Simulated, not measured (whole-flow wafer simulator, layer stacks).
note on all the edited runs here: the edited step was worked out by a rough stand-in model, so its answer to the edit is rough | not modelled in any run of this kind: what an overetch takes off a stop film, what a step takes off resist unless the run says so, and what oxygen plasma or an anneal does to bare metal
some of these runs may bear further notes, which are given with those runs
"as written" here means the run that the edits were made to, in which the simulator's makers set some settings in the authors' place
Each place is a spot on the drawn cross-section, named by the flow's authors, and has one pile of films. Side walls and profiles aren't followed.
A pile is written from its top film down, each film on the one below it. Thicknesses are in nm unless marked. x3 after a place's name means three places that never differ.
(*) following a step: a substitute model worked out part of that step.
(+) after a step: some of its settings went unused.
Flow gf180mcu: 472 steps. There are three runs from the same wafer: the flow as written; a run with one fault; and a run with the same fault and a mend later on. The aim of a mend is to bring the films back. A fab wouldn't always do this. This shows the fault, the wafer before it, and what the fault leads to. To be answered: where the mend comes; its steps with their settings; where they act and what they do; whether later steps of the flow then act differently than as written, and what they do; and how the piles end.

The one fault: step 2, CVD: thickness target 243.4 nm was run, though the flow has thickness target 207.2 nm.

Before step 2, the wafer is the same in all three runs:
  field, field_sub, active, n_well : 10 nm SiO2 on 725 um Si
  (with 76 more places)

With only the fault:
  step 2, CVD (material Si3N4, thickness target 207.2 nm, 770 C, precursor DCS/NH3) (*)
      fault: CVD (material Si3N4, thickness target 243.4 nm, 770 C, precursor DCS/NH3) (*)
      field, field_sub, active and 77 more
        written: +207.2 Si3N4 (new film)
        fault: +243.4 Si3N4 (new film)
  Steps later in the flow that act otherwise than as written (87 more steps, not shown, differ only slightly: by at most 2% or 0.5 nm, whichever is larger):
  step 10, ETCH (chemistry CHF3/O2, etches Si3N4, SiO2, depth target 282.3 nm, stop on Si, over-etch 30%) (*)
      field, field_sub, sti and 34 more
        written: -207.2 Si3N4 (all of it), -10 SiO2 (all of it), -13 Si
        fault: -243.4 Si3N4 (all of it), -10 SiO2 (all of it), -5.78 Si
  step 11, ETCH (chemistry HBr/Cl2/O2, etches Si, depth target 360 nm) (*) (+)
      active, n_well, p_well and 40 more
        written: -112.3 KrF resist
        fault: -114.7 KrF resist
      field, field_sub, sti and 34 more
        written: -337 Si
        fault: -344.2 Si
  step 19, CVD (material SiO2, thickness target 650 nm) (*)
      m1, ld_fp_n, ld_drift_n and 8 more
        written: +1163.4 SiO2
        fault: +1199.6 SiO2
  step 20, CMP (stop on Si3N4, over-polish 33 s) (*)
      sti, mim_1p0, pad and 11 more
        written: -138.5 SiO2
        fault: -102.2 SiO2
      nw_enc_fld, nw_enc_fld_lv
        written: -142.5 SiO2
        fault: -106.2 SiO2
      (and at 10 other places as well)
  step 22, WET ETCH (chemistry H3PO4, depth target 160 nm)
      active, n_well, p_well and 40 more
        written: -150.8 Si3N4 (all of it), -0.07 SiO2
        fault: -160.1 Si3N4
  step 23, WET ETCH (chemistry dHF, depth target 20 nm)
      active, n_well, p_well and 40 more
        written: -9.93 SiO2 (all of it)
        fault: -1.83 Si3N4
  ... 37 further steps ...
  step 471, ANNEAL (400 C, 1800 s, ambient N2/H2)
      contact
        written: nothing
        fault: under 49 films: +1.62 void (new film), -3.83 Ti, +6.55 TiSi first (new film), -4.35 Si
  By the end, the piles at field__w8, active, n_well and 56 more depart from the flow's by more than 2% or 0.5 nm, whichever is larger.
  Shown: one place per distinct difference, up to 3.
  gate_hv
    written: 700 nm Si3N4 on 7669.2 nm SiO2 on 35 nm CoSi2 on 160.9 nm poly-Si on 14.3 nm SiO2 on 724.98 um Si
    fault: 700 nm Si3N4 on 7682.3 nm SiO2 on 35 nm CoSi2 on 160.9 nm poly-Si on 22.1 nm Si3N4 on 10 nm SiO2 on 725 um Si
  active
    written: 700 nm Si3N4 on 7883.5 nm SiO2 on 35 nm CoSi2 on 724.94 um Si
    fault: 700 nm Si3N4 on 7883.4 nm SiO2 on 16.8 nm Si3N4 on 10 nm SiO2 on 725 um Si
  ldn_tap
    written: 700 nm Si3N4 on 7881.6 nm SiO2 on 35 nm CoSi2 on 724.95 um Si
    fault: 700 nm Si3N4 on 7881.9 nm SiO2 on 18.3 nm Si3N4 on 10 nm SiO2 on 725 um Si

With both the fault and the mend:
  After step 2 comes the mend.
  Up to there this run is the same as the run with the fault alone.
  step 2a, WET ETCH (chemistry H3PO4, depth target 36.25 nm, 160 C)
      field, field_sub, active and 77 more
        -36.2 Si3N4
  Every later step of the flow that is run acts as written, at every place that is followed, to within 2% or 0.5 nm, whichever is larger.
  At every place that both follow, the piles at the end match the flow's.
